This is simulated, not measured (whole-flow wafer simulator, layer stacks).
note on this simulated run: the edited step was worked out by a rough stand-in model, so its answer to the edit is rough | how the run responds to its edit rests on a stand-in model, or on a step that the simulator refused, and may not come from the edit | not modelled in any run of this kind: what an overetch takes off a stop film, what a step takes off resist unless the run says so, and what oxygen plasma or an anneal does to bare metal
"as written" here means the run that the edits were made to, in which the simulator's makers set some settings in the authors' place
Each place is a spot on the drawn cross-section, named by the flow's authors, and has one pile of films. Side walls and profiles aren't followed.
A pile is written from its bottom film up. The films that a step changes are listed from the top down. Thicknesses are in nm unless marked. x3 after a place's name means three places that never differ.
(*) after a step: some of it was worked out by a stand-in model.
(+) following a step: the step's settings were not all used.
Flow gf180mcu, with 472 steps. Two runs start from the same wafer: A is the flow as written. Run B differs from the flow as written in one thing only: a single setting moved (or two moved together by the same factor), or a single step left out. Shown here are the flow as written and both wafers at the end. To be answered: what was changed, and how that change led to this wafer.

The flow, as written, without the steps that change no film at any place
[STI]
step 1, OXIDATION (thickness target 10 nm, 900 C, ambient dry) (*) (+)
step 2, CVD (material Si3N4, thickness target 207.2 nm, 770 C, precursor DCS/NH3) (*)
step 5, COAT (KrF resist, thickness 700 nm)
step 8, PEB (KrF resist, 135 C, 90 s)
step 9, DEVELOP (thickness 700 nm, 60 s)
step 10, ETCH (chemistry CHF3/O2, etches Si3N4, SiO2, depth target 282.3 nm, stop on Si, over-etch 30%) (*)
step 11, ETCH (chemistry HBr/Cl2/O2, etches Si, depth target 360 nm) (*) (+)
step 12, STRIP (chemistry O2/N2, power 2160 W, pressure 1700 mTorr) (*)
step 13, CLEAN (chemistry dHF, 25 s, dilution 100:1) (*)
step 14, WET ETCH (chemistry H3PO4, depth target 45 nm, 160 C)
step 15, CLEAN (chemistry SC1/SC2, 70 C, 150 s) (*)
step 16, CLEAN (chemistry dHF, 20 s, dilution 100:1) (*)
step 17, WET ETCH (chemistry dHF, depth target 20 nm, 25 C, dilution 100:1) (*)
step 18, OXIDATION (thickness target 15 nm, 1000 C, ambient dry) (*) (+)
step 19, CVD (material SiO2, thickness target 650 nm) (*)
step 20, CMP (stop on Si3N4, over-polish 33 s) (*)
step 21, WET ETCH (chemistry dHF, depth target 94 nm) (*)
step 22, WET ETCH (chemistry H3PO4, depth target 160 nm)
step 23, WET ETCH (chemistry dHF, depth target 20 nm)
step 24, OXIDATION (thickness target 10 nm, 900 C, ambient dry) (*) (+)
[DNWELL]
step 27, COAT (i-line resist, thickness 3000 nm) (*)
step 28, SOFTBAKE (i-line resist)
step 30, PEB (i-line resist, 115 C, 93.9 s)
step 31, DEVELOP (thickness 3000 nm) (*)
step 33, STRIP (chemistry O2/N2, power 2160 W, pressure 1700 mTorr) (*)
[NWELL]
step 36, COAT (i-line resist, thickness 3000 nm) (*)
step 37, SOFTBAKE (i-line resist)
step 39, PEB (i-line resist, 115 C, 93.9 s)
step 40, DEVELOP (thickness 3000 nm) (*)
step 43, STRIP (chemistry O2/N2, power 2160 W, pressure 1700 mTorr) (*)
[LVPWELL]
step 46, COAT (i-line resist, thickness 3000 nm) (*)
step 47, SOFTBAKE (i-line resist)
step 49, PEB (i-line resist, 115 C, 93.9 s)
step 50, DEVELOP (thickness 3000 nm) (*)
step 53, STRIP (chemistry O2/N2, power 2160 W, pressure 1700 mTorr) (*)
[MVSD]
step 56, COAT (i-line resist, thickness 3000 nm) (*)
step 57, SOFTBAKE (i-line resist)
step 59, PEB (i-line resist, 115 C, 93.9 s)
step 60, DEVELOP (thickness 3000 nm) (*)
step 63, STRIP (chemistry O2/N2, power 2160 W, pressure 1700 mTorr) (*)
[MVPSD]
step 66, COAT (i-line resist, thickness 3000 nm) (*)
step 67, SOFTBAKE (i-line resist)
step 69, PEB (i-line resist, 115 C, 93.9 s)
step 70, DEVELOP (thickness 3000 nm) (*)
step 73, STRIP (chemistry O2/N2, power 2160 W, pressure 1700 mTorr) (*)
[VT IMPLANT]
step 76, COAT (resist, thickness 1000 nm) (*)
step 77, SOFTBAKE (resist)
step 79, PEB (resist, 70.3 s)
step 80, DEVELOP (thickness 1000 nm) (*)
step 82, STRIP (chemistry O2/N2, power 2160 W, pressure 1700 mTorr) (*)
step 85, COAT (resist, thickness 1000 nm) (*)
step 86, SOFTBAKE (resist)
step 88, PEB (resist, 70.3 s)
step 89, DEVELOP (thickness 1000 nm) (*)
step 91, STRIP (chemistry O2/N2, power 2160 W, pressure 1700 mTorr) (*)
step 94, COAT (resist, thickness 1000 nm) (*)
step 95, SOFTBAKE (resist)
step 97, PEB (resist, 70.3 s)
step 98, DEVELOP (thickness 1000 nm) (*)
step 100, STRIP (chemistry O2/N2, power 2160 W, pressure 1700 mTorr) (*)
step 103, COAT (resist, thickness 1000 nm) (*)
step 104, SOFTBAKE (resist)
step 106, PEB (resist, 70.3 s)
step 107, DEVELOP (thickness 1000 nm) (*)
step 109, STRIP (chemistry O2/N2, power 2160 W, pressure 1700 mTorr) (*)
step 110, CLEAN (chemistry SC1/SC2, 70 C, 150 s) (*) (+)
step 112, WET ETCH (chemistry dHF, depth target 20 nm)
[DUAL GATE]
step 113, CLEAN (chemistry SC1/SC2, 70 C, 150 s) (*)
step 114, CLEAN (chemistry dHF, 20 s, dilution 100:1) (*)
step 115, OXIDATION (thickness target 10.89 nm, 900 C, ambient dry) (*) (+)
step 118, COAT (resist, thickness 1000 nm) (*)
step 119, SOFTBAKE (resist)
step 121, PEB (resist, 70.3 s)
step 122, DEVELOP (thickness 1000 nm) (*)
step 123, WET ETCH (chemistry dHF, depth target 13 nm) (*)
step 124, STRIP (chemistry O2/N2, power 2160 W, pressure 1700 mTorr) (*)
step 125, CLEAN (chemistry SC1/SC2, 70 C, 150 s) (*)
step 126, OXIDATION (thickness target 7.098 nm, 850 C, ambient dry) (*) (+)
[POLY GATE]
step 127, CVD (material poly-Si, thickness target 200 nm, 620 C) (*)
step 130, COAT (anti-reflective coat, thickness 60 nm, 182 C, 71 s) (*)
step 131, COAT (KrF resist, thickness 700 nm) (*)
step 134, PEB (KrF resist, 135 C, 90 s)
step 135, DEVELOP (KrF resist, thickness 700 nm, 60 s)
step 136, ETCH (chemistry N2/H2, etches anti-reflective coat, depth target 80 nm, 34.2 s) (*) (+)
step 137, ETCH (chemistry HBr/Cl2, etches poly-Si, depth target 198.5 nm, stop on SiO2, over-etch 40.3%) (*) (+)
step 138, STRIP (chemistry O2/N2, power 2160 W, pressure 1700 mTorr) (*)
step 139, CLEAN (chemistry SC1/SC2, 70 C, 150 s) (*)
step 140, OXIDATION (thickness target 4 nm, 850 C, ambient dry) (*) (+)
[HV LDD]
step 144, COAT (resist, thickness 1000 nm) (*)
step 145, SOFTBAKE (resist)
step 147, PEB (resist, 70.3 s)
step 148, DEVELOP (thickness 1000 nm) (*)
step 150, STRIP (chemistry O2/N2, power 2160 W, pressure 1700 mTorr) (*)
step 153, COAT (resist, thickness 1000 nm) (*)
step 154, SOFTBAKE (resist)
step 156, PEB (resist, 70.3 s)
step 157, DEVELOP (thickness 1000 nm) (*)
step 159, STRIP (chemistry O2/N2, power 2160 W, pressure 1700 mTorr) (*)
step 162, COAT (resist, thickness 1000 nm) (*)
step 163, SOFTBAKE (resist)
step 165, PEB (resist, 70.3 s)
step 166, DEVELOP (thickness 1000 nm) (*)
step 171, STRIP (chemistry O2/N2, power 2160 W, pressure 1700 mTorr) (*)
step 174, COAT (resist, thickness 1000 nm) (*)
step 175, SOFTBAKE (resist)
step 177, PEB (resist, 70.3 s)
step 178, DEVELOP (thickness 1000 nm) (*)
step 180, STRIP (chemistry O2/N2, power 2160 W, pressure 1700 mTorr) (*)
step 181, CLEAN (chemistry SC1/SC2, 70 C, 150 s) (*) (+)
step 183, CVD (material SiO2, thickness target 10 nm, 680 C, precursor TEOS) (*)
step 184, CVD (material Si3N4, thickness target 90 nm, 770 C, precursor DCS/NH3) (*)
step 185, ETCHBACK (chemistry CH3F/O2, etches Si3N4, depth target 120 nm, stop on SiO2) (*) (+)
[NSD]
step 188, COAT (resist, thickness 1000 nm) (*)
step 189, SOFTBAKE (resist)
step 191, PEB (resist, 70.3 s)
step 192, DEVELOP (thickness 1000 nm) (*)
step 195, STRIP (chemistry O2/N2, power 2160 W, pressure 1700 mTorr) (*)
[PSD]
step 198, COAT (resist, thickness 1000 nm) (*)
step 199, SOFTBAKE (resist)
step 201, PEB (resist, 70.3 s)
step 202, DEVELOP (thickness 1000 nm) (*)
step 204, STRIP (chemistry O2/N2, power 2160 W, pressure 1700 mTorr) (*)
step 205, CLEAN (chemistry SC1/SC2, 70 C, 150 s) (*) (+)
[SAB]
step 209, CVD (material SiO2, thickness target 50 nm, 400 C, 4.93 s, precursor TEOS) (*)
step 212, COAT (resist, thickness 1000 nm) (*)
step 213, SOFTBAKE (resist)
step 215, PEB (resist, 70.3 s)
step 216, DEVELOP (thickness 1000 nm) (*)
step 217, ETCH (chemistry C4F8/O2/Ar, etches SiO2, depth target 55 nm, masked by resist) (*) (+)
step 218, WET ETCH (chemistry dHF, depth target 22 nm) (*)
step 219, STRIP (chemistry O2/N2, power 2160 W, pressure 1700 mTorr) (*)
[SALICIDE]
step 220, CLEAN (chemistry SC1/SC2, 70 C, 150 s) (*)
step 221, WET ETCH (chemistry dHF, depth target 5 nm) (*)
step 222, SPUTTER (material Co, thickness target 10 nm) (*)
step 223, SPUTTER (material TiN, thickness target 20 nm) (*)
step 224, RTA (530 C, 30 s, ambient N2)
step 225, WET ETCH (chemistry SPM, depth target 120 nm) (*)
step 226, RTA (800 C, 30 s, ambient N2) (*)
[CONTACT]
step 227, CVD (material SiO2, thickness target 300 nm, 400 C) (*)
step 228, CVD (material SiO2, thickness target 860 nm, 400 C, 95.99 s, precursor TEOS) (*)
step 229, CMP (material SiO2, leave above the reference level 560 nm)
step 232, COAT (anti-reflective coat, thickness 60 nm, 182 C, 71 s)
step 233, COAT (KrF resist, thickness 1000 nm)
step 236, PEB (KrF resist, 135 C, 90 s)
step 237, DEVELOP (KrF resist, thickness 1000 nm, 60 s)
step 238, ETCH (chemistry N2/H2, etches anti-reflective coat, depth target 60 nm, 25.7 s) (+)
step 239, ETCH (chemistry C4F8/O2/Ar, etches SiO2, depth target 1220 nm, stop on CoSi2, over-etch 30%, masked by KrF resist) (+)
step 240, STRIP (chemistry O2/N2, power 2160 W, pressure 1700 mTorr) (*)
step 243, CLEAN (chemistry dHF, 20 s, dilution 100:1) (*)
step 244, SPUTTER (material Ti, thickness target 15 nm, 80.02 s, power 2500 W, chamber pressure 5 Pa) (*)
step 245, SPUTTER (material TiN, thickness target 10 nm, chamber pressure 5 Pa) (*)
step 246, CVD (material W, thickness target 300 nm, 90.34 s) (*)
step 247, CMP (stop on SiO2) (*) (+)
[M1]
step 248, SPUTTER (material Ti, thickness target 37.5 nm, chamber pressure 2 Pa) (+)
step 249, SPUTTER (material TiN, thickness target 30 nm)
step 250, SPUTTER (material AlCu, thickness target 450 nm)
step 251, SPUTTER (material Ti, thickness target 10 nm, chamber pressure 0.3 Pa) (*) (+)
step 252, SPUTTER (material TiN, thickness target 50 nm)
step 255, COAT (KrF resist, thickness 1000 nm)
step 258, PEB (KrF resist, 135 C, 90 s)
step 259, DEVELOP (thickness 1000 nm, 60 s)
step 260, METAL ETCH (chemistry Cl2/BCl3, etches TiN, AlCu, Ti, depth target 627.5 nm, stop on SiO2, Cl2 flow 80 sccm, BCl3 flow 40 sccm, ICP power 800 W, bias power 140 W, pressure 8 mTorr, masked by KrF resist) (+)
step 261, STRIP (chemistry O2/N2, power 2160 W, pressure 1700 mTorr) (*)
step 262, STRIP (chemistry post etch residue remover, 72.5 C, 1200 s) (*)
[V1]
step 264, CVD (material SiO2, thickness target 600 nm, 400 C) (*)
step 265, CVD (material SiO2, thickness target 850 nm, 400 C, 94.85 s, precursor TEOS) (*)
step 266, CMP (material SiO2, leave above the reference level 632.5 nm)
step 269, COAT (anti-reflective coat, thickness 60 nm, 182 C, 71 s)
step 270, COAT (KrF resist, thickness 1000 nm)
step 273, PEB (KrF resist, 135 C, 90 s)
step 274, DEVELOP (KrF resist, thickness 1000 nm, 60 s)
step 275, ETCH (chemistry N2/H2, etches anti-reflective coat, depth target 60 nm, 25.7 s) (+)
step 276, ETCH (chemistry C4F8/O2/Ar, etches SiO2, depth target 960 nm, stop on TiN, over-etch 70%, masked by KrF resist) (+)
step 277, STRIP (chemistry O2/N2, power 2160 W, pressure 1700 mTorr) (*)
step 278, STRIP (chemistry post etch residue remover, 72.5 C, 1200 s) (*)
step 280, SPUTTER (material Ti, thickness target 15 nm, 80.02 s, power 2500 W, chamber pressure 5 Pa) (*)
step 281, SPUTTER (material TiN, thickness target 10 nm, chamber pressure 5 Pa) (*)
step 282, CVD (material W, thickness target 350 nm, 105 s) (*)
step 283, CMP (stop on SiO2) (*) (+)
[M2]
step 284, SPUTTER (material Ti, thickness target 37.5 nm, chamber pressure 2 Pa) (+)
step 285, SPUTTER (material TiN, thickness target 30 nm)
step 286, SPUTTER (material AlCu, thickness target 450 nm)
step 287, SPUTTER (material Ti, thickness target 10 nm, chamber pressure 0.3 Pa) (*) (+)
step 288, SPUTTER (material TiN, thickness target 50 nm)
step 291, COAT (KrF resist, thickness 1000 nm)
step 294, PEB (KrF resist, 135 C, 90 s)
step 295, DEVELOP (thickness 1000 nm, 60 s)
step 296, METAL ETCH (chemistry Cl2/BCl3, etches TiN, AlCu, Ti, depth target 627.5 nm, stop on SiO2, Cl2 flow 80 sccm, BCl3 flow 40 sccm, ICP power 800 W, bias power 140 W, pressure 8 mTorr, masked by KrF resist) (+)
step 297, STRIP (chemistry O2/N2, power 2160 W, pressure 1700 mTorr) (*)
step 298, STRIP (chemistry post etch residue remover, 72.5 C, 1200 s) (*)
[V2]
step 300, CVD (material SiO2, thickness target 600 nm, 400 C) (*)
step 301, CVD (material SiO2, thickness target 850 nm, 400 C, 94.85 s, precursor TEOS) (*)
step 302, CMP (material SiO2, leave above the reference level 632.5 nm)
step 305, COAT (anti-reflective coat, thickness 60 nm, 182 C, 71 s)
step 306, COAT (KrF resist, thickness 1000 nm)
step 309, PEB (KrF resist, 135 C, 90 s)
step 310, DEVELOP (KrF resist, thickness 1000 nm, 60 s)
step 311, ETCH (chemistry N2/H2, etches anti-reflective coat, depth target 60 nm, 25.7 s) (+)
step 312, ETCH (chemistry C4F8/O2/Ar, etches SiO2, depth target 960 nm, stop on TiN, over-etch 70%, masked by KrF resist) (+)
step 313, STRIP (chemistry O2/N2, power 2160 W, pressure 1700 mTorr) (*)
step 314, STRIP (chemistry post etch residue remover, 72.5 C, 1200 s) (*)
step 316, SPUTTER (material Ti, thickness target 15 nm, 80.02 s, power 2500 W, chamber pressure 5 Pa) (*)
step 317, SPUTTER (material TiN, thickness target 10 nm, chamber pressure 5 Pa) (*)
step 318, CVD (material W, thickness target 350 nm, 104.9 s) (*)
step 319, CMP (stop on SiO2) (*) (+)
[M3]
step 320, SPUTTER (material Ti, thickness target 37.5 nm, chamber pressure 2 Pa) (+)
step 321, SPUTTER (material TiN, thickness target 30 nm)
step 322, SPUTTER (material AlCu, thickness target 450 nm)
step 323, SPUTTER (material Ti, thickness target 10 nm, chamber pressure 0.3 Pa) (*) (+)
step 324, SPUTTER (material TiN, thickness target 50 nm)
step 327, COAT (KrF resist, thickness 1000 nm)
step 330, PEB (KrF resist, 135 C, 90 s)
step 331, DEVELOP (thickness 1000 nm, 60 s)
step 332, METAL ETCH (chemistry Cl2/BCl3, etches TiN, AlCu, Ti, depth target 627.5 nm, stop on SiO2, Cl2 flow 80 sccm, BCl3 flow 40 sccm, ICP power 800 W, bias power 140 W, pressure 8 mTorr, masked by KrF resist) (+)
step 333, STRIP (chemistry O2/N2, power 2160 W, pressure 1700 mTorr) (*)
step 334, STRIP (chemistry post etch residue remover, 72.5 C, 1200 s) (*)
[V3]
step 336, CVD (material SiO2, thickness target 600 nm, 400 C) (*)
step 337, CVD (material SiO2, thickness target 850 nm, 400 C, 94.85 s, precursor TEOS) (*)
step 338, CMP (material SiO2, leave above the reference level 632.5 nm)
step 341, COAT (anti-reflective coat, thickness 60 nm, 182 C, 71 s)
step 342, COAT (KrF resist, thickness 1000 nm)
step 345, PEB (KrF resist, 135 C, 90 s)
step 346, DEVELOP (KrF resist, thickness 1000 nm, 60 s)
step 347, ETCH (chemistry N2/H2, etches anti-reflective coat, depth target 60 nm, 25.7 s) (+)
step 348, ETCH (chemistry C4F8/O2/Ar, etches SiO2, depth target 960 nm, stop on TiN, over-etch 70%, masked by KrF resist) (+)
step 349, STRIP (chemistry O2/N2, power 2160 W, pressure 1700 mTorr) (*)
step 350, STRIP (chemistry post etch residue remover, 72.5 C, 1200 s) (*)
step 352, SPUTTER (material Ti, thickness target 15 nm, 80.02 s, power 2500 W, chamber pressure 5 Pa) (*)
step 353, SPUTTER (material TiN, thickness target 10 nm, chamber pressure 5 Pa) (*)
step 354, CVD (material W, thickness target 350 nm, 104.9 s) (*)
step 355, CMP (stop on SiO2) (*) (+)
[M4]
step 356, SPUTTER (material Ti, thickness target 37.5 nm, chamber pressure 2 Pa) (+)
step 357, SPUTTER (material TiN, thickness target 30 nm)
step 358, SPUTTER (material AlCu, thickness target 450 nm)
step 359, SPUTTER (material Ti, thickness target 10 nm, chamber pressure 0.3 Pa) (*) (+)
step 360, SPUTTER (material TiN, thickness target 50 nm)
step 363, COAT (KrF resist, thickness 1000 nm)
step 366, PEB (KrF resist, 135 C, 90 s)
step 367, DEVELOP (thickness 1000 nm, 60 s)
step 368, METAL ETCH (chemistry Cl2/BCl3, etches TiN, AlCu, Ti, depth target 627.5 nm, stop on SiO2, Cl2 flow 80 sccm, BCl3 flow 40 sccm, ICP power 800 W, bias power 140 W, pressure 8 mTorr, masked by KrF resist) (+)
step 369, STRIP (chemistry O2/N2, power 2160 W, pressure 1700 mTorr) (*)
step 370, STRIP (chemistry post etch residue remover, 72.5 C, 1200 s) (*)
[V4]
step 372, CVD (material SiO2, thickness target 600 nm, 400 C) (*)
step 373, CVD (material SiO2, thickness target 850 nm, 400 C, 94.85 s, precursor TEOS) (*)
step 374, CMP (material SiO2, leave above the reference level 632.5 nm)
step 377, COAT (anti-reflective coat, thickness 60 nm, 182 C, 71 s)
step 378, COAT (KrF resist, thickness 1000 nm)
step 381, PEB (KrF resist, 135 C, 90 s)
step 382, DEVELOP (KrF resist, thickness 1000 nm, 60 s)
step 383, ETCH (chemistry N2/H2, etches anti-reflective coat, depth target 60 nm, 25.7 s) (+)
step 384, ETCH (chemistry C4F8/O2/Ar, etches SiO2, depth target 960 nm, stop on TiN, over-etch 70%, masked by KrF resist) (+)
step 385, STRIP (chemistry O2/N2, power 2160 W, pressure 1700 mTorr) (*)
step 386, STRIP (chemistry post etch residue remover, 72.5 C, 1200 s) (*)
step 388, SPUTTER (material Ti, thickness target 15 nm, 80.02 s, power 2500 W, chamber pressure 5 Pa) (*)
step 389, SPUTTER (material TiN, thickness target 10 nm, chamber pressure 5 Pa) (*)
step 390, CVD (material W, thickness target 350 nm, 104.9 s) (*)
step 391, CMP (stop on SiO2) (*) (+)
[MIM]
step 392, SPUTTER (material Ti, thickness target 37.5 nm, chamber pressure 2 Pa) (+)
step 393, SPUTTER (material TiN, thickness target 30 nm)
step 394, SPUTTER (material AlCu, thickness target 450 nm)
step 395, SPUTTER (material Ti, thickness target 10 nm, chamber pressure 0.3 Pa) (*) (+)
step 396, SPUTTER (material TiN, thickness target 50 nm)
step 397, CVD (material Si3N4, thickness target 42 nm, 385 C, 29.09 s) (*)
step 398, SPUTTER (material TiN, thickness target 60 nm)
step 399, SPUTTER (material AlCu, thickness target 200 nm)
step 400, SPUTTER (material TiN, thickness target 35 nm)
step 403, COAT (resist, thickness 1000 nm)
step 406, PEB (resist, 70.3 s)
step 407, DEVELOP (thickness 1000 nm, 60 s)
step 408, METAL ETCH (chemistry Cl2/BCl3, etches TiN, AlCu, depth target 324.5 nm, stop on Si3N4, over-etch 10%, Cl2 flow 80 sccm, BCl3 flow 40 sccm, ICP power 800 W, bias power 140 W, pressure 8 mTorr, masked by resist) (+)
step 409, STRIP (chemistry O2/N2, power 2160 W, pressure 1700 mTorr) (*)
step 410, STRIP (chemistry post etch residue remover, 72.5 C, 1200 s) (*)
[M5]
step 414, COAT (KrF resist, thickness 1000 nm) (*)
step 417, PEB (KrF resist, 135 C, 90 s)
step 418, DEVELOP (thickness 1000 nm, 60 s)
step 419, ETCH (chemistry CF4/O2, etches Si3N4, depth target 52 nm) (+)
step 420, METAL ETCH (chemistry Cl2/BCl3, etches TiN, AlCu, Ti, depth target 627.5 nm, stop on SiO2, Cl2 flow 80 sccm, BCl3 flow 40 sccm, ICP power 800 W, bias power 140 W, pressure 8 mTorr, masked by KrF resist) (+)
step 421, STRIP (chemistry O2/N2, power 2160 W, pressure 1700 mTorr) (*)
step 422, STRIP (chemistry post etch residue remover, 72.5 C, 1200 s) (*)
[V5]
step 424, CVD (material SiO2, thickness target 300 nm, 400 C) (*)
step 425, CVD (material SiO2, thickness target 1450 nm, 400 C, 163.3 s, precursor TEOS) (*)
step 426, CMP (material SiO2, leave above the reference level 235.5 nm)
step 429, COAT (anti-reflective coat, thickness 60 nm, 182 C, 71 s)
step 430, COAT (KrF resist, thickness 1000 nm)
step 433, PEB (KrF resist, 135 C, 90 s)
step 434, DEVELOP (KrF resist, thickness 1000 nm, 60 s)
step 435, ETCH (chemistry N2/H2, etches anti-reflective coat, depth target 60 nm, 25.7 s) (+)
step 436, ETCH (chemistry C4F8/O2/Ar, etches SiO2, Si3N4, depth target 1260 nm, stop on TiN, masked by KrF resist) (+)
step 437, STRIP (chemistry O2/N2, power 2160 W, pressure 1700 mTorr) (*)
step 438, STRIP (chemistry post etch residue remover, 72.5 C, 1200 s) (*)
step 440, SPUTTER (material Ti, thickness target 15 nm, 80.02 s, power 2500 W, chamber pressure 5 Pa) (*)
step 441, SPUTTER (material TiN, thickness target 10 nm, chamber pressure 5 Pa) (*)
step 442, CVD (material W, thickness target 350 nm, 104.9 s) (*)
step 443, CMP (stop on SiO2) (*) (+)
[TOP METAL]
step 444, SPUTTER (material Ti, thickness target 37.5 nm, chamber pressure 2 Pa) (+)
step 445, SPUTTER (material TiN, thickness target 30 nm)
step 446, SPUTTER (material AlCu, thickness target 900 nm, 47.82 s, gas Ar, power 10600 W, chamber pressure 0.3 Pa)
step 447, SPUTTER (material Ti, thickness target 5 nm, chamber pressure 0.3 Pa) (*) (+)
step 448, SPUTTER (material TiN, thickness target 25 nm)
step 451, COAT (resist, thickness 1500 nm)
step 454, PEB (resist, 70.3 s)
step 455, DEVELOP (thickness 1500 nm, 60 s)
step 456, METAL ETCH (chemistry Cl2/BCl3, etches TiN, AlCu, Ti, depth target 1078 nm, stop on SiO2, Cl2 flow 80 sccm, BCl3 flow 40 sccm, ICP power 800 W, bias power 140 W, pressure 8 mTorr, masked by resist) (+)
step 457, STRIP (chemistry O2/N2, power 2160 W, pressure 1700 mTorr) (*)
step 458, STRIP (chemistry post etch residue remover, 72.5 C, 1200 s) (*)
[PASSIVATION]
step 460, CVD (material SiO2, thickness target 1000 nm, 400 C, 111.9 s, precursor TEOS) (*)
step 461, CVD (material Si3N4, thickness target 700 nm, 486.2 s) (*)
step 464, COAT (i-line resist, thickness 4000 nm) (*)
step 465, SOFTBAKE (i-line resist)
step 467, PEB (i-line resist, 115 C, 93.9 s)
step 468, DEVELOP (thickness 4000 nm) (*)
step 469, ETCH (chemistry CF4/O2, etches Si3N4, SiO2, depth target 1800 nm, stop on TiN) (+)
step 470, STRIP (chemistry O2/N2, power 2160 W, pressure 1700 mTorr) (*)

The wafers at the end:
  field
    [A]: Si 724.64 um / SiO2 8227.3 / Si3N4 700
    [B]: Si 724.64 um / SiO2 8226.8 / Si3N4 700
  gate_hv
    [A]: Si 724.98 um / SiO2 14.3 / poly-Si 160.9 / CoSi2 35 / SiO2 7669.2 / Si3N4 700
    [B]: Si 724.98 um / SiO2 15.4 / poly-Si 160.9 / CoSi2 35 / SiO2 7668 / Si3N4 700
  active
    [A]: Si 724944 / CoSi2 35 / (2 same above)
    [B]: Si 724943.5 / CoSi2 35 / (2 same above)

What caused this: step 126, OXIDATION: thickness target 8.447 nm was run, though the flow has thickness target 7.098 nm.

Step by step, how the change led to this:
  step 126, OXIDATION (thickness target 7.098 nm, 850 C, ambient dry) (*) (+)
      gate_hv, active_hv, active_nat and 25 more: A SiO2 gains 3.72, Si loses 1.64 | B SiO2 gains 4.87, Si loses 2.14
      active, n_well, p_well and 12 more: A SiO2 gains 7.1 (new film), chemical SiO2 loses 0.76 (all of it), Si loses 2.79 | B SiO2 gains 8.45 (new film), chemical SiO2 loses 0.76 (all of it), Si loses 3.38
  step 189, SOFTBAKE (resist)
      nw_enc_fld_lv__w3: A resist gains 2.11 | B resist loses 1.58
  step 199, SOFTBAKE (resist)
      nw_enc_fld_lv__w3: A resist gains 2.11 | B resist loses 1.58
  step 218, WET ETCH (chemistry dHF, depth target 22 nm) (*)
      active, p_well, sd_n, iso_ptap_pw, iso_ntap_nw, iso_ptap_sub, vpnp_e: A SiO2 loses 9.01 (all of it) | B SiO2 loses 10.3 (all of it)
      ldn_tap, ldn_src, ldn_drn, ldp_tap, ldp_src, ldp_drn, ldp_gr: A SiO2 loses 16 (all of it) | B SiO2 loses 17.1 (all of it)
      (as well as at 9 more places)
